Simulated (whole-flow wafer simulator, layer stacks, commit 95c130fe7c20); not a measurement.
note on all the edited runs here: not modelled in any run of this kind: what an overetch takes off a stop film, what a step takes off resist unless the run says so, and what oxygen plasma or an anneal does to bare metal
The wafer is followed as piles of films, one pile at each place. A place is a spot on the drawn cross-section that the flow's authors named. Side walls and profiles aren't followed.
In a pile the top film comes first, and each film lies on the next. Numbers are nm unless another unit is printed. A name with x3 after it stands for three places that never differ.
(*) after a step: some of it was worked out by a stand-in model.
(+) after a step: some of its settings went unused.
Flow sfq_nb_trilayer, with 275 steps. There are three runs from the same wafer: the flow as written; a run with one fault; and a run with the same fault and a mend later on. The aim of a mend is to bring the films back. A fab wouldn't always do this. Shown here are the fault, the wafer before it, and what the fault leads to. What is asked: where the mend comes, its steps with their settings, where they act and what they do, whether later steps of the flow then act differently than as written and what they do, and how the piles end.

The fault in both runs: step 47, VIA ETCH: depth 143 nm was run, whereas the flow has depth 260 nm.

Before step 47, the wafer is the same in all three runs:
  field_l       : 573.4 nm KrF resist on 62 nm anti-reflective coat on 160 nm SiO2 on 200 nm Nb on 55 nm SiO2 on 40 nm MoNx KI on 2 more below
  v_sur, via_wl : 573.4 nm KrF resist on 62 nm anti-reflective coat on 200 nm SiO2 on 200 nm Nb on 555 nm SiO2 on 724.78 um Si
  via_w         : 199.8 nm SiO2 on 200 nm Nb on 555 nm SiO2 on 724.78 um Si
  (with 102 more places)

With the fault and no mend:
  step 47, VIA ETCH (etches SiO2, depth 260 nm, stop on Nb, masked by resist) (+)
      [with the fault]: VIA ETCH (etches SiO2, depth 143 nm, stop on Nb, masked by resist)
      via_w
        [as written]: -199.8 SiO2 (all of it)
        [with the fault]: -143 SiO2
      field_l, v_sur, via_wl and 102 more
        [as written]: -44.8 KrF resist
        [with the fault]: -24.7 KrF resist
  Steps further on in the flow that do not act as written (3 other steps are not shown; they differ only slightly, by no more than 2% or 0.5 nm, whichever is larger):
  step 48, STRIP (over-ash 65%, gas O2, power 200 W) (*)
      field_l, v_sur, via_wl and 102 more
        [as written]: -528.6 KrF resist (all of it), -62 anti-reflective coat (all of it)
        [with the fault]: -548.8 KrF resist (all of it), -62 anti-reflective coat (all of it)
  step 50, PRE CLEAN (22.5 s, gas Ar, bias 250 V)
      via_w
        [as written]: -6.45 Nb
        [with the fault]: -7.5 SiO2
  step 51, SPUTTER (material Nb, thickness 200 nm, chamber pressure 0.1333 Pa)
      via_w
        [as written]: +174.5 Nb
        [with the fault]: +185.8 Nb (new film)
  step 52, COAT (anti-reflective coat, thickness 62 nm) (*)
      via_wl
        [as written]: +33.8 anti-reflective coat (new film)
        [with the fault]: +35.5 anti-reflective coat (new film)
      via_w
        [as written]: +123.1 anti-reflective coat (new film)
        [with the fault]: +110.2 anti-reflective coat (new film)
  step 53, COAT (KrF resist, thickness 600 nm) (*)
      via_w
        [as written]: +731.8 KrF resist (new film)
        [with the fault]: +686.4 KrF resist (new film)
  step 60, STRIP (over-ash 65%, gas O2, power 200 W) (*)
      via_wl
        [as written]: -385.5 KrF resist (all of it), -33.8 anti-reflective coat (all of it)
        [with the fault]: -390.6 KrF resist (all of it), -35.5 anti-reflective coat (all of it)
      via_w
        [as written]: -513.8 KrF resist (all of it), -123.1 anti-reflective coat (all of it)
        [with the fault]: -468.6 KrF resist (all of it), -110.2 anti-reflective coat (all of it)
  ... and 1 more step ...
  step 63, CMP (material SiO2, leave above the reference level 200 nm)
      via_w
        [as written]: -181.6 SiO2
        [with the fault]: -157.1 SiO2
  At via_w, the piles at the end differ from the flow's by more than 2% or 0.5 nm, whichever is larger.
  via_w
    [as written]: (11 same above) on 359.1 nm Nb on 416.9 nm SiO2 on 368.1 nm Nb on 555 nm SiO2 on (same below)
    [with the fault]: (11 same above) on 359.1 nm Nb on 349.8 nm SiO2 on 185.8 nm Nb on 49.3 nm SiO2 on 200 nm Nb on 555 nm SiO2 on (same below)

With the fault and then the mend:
  The mend stands after step 47.
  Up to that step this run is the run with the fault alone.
  step 47a, VIA ETCH (etches SiO2, depth 117 nm, stop on Nb, masked by resist) (+) (the flow's step 47 again, with other settings)
      field_l, v_sur, via_wl and 102 more
        -14.7 KrF resist
      via_w
        -56.8 SiO2 (all of it)
  Every later step of the flow that is run acts as written, at every place that is followed, to within 2% or 0.5 nm, whichever is larger.
  By the end, the piles equal the flow's at every place that both follow.
